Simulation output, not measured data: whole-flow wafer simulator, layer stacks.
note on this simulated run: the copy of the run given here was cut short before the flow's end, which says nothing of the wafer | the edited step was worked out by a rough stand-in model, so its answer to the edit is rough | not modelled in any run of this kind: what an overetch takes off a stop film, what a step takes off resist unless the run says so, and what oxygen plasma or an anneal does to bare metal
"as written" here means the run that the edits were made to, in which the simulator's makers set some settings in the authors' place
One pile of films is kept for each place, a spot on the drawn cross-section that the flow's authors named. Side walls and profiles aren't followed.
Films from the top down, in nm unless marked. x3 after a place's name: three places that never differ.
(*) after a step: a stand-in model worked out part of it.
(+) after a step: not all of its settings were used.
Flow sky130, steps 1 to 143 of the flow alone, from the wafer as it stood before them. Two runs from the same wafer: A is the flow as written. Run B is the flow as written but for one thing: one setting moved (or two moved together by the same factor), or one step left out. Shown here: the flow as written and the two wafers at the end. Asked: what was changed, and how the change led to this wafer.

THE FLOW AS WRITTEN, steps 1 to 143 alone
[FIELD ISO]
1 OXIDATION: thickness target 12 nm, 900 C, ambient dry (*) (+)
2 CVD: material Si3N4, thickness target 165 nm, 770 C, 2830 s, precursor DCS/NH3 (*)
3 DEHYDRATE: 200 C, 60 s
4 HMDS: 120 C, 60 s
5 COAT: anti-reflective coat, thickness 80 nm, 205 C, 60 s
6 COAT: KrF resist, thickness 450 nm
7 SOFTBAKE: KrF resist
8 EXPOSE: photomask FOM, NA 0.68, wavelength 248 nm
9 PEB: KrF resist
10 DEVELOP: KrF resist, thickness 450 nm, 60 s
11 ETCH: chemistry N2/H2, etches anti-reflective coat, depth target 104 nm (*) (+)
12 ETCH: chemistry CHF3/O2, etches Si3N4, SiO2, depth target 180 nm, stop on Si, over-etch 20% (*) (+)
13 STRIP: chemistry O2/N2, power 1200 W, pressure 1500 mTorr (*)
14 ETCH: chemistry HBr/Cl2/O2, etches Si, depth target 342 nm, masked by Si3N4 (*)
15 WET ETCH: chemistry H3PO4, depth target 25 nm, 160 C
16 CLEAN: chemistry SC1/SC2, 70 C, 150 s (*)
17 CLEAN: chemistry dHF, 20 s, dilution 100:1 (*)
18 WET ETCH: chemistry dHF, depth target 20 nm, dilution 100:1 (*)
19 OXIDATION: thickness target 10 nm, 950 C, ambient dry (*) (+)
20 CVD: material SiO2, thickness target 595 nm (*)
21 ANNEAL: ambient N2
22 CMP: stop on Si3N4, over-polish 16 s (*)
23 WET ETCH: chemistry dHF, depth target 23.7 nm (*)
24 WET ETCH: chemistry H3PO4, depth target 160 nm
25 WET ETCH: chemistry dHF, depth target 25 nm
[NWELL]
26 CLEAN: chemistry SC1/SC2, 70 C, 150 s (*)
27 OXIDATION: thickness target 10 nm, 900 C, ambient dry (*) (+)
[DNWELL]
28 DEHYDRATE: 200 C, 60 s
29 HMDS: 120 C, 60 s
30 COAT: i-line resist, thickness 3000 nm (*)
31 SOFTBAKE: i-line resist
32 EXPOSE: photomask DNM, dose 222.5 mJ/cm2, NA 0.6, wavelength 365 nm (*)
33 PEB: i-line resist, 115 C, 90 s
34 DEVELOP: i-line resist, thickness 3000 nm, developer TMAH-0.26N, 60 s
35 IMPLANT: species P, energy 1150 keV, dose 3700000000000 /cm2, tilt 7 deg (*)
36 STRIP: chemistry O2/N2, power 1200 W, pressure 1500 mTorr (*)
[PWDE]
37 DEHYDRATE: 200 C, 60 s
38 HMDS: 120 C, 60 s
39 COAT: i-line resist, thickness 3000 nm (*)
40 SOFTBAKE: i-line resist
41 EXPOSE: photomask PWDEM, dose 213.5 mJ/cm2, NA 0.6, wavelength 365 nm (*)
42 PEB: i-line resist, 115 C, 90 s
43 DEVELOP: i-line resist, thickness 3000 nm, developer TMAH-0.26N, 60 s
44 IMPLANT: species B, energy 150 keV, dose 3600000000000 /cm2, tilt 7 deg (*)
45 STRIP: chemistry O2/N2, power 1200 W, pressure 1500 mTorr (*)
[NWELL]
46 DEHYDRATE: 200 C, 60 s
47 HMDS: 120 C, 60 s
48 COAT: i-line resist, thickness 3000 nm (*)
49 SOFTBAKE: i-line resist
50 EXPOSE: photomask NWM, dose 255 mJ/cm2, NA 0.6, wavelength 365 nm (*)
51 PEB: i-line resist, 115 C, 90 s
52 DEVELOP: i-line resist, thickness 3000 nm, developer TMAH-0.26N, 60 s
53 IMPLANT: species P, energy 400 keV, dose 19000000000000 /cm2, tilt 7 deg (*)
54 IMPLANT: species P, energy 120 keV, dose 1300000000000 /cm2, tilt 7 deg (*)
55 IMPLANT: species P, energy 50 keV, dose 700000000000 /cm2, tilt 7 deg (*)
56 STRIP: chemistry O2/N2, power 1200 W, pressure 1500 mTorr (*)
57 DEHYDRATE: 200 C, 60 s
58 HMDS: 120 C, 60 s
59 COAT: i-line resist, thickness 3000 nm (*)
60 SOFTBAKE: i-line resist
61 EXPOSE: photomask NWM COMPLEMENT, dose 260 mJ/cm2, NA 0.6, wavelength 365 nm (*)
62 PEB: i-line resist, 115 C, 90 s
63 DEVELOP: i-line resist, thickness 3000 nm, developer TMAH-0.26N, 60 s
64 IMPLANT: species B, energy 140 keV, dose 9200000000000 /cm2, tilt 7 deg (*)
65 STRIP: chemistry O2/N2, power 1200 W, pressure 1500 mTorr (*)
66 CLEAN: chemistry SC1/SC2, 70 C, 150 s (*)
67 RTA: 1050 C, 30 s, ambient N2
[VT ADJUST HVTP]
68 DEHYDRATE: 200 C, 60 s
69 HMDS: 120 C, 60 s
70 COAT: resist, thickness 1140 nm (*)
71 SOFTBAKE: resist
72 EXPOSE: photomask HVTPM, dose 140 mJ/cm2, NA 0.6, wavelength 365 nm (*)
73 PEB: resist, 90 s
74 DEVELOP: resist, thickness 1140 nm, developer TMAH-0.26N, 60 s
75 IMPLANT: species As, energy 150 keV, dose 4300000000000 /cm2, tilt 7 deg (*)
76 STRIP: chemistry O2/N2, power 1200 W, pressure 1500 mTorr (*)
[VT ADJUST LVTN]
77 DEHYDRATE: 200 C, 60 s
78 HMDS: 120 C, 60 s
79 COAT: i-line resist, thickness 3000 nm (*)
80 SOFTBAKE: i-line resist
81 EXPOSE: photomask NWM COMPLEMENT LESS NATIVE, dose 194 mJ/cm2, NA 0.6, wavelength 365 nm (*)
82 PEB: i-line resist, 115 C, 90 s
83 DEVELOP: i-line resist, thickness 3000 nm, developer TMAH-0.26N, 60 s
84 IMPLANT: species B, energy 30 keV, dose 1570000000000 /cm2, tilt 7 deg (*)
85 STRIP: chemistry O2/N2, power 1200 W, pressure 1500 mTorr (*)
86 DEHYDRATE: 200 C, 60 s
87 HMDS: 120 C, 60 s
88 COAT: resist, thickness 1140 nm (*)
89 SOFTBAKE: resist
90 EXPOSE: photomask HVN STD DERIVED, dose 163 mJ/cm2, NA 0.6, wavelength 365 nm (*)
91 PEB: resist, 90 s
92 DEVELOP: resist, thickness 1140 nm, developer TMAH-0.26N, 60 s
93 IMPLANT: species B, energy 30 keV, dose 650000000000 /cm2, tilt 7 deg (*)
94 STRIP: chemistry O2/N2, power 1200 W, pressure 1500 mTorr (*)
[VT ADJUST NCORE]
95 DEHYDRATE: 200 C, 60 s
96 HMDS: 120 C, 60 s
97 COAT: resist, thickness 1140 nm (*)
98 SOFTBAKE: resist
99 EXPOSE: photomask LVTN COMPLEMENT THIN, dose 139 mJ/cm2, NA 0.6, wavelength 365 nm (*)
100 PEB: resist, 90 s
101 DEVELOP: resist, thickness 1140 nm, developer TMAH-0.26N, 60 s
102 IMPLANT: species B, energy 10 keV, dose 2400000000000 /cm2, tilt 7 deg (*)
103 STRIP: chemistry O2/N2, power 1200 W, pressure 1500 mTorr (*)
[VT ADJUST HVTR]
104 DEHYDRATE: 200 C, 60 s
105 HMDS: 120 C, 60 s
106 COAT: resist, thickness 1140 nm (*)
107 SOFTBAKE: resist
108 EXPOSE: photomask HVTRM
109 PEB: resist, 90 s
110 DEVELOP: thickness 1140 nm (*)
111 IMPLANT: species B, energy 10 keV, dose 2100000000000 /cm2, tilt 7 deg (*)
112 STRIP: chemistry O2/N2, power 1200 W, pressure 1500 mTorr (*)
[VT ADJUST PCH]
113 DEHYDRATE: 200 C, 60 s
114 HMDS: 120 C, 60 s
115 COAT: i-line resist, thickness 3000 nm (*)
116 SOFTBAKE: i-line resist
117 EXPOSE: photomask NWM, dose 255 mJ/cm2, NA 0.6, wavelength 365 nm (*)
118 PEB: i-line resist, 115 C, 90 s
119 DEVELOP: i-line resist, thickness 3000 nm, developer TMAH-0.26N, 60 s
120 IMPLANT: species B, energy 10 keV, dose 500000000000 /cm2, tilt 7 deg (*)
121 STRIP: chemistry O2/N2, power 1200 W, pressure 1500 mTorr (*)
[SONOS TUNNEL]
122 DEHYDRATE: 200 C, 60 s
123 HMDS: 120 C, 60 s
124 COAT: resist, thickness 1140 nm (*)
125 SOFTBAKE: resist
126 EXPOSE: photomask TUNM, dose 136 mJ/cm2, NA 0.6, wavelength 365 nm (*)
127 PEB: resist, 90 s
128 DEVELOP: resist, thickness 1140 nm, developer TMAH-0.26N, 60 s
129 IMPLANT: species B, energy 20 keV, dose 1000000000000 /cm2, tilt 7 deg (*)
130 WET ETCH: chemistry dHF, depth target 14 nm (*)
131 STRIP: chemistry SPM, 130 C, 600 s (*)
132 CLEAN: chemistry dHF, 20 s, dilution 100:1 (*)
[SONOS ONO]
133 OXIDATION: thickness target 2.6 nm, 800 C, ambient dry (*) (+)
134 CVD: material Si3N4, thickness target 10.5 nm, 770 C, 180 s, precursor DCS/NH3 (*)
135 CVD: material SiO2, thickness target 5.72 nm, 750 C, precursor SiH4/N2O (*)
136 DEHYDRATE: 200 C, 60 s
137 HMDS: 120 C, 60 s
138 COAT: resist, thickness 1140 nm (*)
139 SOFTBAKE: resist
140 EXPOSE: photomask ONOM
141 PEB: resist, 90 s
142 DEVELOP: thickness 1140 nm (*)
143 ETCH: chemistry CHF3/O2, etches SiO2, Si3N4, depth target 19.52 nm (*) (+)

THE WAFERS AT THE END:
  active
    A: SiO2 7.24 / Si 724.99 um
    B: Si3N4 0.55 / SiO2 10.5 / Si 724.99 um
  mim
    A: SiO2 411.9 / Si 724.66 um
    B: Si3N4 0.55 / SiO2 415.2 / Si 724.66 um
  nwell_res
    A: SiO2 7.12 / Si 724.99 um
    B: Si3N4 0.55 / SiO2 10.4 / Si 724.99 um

The cause: step 134, CVD: 793 C was run, where the flow has 770 C.

How the change led to this, step by step:
  134 CVD: material Si3N4, thickness target 10.5 nm, 770 C, 180 s, precursor DCS/NH3 (*)
      field, active, n_well and 187 more: A Si3N4 +10.5 (new film) | B Si3N4 +14.4 (new film)
  143 ETCH: chemistry CHF3/O2, etches SiO2, Si3N4, depth target 19.52 nm (*) (+)
      field, active, p_well x5 and 179 more: A SiO2 -5.72 (all of it), Si3N4 -10.5 (all of it), SiO2 -3.3 | B SiO2 -5.72 (all of it), Si3N4 -13.8
      n_well, sonos_sd: A SiO2 -5.72 (all of it), Si3N4 -10.5 (all of it), SiO2 -2.6 (all of it), Si -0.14 | B SiO2 -5.72 (all of it), Si3N4 -13.8
